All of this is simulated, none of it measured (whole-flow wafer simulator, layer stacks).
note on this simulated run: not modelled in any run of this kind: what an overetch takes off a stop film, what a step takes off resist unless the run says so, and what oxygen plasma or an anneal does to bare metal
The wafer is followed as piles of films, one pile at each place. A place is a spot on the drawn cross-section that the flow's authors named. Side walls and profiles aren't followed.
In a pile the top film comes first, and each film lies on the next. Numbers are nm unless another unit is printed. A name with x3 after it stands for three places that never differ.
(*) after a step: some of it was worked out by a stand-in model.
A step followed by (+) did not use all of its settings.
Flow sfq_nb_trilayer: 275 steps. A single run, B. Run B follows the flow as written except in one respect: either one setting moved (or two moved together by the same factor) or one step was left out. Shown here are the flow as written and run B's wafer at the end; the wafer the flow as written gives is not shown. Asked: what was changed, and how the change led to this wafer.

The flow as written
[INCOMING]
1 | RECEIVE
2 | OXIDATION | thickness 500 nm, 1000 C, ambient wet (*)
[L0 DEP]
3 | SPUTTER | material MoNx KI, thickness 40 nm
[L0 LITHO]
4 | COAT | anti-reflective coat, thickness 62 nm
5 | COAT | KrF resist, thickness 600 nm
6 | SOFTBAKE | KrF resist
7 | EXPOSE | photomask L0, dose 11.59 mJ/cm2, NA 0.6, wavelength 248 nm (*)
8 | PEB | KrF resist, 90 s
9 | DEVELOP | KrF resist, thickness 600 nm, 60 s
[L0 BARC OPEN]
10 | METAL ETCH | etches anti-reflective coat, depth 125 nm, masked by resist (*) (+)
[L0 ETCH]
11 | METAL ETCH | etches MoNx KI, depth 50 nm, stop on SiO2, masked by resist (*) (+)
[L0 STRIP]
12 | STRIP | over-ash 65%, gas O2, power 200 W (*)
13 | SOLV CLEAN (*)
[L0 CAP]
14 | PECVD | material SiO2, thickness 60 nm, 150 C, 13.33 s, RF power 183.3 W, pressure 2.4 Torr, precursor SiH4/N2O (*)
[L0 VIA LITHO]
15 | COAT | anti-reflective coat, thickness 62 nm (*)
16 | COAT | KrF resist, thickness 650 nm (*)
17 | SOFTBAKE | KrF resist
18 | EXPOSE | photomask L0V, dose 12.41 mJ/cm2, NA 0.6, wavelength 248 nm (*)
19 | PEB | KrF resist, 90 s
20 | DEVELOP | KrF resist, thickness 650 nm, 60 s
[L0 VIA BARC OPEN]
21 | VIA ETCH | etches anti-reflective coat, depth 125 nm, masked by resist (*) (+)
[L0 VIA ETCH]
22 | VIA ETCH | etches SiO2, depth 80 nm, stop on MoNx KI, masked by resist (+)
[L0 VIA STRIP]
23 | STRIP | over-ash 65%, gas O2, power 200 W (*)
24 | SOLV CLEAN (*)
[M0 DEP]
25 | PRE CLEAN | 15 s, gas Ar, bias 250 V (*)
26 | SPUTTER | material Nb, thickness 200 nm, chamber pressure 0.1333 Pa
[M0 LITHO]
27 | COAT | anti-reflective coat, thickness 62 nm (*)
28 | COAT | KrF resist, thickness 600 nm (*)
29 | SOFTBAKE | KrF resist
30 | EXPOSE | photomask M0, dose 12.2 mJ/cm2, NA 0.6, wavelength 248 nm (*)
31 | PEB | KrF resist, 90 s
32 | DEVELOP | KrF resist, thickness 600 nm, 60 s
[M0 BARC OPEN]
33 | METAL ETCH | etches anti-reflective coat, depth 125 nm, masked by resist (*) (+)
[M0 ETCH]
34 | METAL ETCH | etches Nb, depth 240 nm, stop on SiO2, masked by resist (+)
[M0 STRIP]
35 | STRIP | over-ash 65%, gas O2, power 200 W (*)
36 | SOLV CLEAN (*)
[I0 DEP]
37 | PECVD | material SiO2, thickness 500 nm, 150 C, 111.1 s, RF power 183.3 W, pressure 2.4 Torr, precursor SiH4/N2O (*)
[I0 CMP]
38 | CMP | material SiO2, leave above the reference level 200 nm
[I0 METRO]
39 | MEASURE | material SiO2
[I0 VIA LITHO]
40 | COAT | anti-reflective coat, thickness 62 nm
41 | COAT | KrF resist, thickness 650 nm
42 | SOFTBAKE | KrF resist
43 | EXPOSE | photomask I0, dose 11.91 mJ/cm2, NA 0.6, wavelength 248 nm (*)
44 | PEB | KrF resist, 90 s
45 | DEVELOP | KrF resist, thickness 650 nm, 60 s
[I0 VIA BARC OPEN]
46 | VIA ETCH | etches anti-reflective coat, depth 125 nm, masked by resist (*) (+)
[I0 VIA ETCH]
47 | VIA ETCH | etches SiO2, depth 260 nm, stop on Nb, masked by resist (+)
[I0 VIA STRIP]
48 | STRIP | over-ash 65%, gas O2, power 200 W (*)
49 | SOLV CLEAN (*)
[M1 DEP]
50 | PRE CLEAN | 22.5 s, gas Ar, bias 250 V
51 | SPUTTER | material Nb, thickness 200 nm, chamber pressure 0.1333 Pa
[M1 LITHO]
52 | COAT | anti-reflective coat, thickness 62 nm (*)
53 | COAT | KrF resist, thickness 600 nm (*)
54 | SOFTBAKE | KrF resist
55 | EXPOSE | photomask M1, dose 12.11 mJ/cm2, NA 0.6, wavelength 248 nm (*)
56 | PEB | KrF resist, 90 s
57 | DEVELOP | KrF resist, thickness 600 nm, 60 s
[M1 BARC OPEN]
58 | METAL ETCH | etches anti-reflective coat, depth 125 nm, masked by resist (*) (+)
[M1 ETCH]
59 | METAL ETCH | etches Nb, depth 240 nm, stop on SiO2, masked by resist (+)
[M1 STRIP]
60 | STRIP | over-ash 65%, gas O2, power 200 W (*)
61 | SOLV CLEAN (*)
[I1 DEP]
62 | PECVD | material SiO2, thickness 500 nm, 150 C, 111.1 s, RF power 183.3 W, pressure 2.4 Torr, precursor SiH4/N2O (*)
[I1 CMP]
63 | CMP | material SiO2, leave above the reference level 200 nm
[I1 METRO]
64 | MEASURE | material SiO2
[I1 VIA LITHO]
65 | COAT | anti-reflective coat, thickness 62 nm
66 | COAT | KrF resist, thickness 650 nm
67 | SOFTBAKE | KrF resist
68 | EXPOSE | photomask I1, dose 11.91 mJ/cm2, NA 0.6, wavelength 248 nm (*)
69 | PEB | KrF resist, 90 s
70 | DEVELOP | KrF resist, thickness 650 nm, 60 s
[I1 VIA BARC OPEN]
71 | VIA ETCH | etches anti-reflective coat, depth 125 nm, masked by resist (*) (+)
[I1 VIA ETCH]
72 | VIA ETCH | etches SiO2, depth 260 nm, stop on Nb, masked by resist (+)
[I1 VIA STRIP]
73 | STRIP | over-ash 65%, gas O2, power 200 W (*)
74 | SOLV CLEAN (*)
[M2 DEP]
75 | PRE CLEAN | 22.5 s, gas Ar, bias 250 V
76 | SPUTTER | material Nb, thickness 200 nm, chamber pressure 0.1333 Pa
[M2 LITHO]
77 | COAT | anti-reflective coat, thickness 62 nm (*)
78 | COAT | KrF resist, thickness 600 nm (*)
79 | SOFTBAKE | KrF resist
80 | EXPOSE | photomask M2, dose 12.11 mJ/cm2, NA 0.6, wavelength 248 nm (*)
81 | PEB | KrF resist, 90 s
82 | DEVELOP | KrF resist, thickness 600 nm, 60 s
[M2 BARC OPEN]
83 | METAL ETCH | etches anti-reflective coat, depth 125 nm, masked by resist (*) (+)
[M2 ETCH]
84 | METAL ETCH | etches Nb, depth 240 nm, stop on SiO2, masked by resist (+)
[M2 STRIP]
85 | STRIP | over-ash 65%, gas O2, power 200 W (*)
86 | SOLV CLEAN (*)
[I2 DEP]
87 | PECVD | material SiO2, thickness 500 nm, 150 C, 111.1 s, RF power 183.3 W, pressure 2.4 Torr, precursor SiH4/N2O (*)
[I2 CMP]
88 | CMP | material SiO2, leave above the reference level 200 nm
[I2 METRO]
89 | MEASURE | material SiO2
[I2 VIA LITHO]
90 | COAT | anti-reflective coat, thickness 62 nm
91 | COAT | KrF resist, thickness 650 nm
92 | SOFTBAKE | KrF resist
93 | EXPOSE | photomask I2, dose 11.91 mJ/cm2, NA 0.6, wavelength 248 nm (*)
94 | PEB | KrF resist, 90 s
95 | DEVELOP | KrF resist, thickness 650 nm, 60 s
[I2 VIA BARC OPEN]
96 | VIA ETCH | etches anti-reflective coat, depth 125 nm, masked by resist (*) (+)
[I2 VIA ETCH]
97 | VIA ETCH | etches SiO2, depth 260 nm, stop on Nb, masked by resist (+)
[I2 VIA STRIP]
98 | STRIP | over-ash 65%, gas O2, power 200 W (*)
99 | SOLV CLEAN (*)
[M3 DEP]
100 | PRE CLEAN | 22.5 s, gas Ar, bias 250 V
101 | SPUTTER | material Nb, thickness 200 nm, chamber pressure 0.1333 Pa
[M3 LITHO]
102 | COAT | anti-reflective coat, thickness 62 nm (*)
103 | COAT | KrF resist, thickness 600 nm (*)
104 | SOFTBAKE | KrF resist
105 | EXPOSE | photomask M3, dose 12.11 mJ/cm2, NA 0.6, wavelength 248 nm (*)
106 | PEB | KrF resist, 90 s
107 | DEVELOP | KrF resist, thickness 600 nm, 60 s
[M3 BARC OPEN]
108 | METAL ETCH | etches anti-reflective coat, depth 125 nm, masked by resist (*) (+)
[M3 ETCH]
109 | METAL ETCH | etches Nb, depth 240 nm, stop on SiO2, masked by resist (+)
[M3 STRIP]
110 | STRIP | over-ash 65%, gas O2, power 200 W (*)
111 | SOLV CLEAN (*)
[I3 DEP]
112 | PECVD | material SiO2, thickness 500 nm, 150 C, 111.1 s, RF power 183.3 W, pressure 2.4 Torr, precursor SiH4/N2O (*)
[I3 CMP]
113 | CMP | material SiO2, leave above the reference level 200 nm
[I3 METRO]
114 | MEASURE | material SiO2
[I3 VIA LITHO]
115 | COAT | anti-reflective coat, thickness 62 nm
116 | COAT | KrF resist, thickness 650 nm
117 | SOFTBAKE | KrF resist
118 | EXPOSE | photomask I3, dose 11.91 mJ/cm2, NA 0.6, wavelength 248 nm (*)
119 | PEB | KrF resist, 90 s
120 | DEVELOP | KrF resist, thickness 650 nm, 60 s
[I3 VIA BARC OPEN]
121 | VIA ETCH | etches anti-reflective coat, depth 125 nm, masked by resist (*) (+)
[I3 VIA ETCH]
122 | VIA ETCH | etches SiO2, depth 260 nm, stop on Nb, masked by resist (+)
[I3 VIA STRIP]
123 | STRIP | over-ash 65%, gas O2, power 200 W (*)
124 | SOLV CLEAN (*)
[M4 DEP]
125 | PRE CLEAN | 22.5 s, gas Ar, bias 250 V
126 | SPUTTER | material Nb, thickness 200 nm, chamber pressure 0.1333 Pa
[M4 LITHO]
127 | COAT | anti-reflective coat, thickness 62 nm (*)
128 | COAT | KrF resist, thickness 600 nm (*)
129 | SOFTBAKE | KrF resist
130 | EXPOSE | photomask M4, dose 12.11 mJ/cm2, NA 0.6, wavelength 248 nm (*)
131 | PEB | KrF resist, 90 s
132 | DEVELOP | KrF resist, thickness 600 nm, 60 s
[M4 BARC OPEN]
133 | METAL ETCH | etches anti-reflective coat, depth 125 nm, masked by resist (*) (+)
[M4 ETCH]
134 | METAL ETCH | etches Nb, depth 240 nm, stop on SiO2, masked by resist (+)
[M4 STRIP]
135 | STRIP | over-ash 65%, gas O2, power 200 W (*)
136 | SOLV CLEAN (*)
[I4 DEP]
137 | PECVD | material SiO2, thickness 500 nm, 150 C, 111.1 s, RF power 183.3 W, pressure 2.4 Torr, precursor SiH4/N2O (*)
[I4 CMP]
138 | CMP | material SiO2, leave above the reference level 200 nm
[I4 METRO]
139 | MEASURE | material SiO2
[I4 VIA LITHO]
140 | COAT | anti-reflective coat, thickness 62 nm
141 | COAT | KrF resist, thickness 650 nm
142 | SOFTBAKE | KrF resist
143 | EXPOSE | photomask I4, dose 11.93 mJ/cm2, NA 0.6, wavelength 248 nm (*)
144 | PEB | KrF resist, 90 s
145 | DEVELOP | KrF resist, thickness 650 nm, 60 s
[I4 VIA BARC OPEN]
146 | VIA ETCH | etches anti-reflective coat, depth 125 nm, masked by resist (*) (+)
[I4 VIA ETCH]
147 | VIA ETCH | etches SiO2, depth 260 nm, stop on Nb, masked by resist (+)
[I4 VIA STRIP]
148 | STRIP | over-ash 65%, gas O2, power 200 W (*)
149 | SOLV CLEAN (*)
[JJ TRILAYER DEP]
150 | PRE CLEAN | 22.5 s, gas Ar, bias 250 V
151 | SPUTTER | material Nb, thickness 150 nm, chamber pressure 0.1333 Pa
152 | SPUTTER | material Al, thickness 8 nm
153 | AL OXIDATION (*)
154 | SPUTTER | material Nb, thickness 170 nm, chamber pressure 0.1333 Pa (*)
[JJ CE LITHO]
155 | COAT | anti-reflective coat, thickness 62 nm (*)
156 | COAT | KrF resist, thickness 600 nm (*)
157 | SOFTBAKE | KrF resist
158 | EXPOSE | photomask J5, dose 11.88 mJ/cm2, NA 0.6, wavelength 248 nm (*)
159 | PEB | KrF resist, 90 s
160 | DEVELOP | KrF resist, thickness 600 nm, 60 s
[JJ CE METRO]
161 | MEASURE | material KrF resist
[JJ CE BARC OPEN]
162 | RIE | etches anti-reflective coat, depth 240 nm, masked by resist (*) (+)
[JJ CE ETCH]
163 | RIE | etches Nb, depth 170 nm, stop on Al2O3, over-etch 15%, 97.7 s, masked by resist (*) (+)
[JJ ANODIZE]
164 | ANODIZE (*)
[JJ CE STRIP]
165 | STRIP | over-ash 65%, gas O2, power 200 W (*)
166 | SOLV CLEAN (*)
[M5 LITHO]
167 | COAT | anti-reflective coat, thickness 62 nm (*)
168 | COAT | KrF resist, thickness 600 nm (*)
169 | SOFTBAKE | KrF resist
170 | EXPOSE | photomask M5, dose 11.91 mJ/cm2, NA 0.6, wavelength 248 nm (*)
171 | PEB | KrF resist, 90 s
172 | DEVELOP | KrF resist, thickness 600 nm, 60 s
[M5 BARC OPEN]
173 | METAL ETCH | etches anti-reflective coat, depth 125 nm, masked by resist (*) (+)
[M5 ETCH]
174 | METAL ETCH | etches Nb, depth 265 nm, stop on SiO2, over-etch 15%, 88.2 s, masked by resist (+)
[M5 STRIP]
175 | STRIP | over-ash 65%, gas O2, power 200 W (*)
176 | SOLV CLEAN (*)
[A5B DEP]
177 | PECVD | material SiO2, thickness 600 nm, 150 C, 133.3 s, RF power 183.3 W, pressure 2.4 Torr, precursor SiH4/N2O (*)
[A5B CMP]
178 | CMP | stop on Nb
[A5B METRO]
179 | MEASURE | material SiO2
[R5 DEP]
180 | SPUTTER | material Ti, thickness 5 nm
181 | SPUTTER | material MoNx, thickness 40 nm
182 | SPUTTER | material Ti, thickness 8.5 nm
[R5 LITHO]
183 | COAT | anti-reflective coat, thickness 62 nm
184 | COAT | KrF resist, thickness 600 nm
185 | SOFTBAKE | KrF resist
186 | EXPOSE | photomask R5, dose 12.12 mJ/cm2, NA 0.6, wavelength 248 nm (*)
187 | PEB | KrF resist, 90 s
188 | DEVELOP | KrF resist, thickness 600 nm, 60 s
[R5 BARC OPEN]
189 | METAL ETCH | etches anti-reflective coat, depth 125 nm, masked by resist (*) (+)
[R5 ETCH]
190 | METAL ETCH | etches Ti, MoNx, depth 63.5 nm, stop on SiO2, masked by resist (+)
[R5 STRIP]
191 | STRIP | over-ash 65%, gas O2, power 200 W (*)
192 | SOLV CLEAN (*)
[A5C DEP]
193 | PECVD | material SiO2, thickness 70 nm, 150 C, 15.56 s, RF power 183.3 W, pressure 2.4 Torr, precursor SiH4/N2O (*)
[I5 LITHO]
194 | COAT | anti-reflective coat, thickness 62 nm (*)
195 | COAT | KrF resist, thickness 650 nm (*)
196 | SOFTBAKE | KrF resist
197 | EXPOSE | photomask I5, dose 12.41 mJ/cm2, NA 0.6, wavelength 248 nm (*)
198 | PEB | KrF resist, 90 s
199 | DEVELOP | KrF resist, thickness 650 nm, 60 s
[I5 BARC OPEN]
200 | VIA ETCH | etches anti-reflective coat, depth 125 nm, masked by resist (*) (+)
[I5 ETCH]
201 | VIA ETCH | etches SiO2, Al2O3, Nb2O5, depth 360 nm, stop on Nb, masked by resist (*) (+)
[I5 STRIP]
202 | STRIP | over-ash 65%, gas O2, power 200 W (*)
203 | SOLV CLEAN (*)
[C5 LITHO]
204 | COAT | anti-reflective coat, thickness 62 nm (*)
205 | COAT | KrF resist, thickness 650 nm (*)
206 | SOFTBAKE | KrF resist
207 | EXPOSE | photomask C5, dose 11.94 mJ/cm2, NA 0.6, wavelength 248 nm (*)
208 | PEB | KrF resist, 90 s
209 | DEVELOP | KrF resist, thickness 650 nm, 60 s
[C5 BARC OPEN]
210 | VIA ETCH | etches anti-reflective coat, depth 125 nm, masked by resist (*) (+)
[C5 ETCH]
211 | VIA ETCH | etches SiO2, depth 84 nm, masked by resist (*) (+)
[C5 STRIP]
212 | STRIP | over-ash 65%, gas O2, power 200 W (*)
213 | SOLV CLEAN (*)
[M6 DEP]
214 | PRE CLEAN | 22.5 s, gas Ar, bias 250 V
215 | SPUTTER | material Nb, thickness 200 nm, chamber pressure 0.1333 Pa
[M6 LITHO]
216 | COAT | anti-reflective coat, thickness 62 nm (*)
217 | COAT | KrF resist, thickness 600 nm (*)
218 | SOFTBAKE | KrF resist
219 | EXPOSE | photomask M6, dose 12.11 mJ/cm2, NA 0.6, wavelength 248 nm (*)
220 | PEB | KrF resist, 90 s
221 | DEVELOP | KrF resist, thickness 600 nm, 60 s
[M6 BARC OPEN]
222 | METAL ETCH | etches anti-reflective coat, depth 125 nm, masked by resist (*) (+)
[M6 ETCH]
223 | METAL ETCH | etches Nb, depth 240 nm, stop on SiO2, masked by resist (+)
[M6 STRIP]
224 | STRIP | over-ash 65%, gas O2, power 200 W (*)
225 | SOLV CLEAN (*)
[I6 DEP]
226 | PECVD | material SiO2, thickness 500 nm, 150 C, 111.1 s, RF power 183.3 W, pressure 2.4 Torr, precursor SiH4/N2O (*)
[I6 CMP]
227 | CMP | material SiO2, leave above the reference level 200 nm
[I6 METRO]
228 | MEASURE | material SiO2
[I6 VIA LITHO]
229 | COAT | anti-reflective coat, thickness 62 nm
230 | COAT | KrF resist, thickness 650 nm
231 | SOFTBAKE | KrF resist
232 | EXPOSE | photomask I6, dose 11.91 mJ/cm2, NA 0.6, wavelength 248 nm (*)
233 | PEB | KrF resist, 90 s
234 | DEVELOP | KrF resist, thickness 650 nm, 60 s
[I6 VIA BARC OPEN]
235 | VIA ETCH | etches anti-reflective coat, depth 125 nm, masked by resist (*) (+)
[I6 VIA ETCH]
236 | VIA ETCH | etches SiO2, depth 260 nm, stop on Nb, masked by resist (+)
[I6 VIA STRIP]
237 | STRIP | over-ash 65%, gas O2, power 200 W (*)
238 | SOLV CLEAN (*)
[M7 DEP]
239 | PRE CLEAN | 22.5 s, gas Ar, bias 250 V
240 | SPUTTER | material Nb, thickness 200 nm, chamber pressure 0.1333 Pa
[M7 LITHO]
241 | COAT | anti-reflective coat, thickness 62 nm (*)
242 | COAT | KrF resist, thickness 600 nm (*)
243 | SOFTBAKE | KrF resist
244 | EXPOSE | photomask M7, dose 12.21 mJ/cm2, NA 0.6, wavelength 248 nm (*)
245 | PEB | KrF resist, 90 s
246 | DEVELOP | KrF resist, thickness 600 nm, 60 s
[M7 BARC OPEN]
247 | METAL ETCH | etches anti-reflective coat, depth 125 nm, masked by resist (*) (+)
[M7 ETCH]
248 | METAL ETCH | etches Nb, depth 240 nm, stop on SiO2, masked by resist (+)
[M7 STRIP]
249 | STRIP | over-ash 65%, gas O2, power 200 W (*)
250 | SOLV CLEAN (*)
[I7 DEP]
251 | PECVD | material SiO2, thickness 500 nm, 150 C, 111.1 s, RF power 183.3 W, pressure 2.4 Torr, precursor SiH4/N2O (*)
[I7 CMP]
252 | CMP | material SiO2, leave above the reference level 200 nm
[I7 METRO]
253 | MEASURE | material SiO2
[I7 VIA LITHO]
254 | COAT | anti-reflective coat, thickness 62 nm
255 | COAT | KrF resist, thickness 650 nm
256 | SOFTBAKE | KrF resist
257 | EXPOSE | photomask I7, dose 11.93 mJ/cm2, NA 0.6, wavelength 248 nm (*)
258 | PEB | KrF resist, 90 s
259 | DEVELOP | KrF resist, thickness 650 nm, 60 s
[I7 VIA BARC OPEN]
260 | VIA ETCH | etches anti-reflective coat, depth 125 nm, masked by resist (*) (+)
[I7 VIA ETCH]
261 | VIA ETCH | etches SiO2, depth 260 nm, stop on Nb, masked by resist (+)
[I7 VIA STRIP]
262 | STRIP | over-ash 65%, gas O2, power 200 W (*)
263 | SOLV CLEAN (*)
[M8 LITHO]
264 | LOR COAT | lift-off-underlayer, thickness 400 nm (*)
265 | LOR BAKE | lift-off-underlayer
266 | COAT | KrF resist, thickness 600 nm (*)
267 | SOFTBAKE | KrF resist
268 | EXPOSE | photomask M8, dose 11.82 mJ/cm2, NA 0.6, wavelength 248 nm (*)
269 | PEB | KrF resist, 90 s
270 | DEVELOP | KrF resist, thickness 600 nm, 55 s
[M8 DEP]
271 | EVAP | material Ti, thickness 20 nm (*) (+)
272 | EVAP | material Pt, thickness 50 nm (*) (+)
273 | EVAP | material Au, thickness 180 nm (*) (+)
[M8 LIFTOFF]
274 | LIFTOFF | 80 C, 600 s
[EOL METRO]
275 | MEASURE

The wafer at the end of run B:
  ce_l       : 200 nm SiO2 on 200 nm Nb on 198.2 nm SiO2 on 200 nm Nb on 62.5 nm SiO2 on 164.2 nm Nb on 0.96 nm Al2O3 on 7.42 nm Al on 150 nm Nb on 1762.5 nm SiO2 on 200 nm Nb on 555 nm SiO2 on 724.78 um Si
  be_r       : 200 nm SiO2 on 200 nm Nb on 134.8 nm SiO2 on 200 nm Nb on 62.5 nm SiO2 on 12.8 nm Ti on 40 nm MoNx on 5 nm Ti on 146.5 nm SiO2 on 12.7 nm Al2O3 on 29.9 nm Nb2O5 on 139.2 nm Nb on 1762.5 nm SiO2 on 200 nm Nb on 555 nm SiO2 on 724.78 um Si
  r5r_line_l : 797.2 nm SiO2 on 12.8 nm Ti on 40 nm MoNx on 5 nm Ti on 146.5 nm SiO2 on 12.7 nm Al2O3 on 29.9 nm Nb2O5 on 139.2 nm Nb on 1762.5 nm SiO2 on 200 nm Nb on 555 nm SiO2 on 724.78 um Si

The reason: step 182, SPUTTER: thickness 12.75 nm was run, whereas the flow has thickness 8.5 nm.
One can read it off the wafer: be_r has Ti 12.8, and step 182 as written asks for 8.5 nm.

How this came from the change, step by step:
  182 | SPUTTER | material Ti, thickness 8.5 nm
      field_l, v_sur, via_wl and 103 more: Ti gains 12.8 (new film) (it would be, as written: Ti gains 8.5 (new film))
  190 | METAL ETCH | etches Ti, MoNx, depth 63.5 nm, stop on SiO2, masked by resist (+)
      field_l, v_sur, via_wl and 92 more: Ti loses 12.8 (all of it), MoNx loses 40 (all of it), Ti loses 5 (all of it) (it would be, as written: Ti loses 8.5 (all of it), MoNx loses 40 (all of it), Ti loses 5 (all of it))
      ce_l, c5j, ce_r, wl_jj: Ti loses 12.8 (all of it), MoNx loses 40 (all of it), Ti loses 5 (all of it), Nb loses 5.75 (it would be, as written: Ti loses 8.5 (all of it), MoNx loses 40 (all of it), Ti loses 5 (all of it), Nb loses 10)
  194 | COAT | anti-reflective coat, thickness 62 nm (*)
      r5r_spacepad_l, r5r_spacepad_r: anti-reflective coat gains 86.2 (new film) (it would be, as written: anti-reflective coat gains 84.4 (new film))
      ce_l: anti-reflective coat gains 65.3 (new film) (it would be, as written: anti-reflective coat gains 67.2 (new film))
      (also at 3 further places)
  202 | STRIP | over-ash 65%, gas O2, power 200 W (*)
      r5r_spacepad_l, r5r_spacepad_r: KrF resist loses 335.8 (all of it), anti-reflective coat loses 86.2 (all of it) (it would be, as written: KrF resist loses 335.6 (all of it), anti-reflective coat loses 84.4 (all of it))
      ce_l: KrF resist loses 340.4 (all of it), anti-reflective coat loses 65.3 (all of it) (it would be, as written: KrF resist loses 341.5 (all of it), anti-reflective coat loses 67.2 (all of it))
      (also at 3 further places)
  204 | COAT | anti-reflective coat, thickness 62 nm (*)
      r5r_spacepad_l, r5r_spacepad_r: anti-reflective coat gains 86.2 (new film) (it would be, as written: anti-reflective coat gains 84.4 (new film))
      ce_l: anti-reflective coat gains 64.1 (new film) (it would be, as written: anti-reflective coat gains 66 (new film))
      (also at 3 further places)
  212 | STRIP | over-ash 65%, gas O2, power 200 W (*)
      r5r_spacepad_l, r5r_spacepad_r: KrF resist loses 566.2 (all of it), anti-reflective coat loses 86.2 (all of it) (it would be, as written: KrF resist loses 565.8 (all of it), anti-reflective coat loses 84.4 (all of it))
      ce_l: KrF resist loses 566.6 (all of it), anti-reflective coat loses 64.1 (all of it) (it would be, as written: KrF resist loses 567.4 (all of it), anti-reflective coat loses 66 (all of it))
      (also at 3 further places)
  216 | COAT | anti-reflective coat, thickness 62 nm (*)
      r5r_spacepad_l, r5r_spacepad_r: anti-reflective coat gains 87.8 (new film) (it would be, as written: anti-reflective coat gains 85.7 (new film))
      jj_sur: anti-reflective coat gains 57.3 (new film) (it would be, as written: anti-reflective coat gains 56.1 (new film))
      (also at 4 further places)
  222 | METAL ETCH | etches anti-reflective coat, depth 125 nm, masked by resist (*) (+)
      r5r_spacepad_l, r5r_spacepad_r: anti-reflective coat loses 87.8 (all of it) (it would be, as written: anti-reflective coat loses 85.7 (all of it))
  224 | STRIP | over-ash 65%, gas O2, power 200 W (*)
      jj_sur: KrF resist loses 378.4 (all of it), anti-reflective coat loses 57.3 (all of it) (it would be, as written: KrF resist loses 378.5 (all of it), anti-reflective coat loses 56.1 (all of it))
      ce_l: KrF resist loses 395.5 (all of it), anti-reflective coat loses 46.7 (all of it) (it would be, as written: KrF resist loses 397.1 (all of it), anti-reflective coat loses 48 (all of it))
      (also at 3 further places)
  227 | CMP | material SiO2, leave above the reference level 200 nm
      r5r_line_l, r5r_spacepad_l, r5r_spacepad_r, r5r_line_c, r5r_line_r: SiO2 loses 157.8 (it would be, as written: SiO2 loses 153.5)
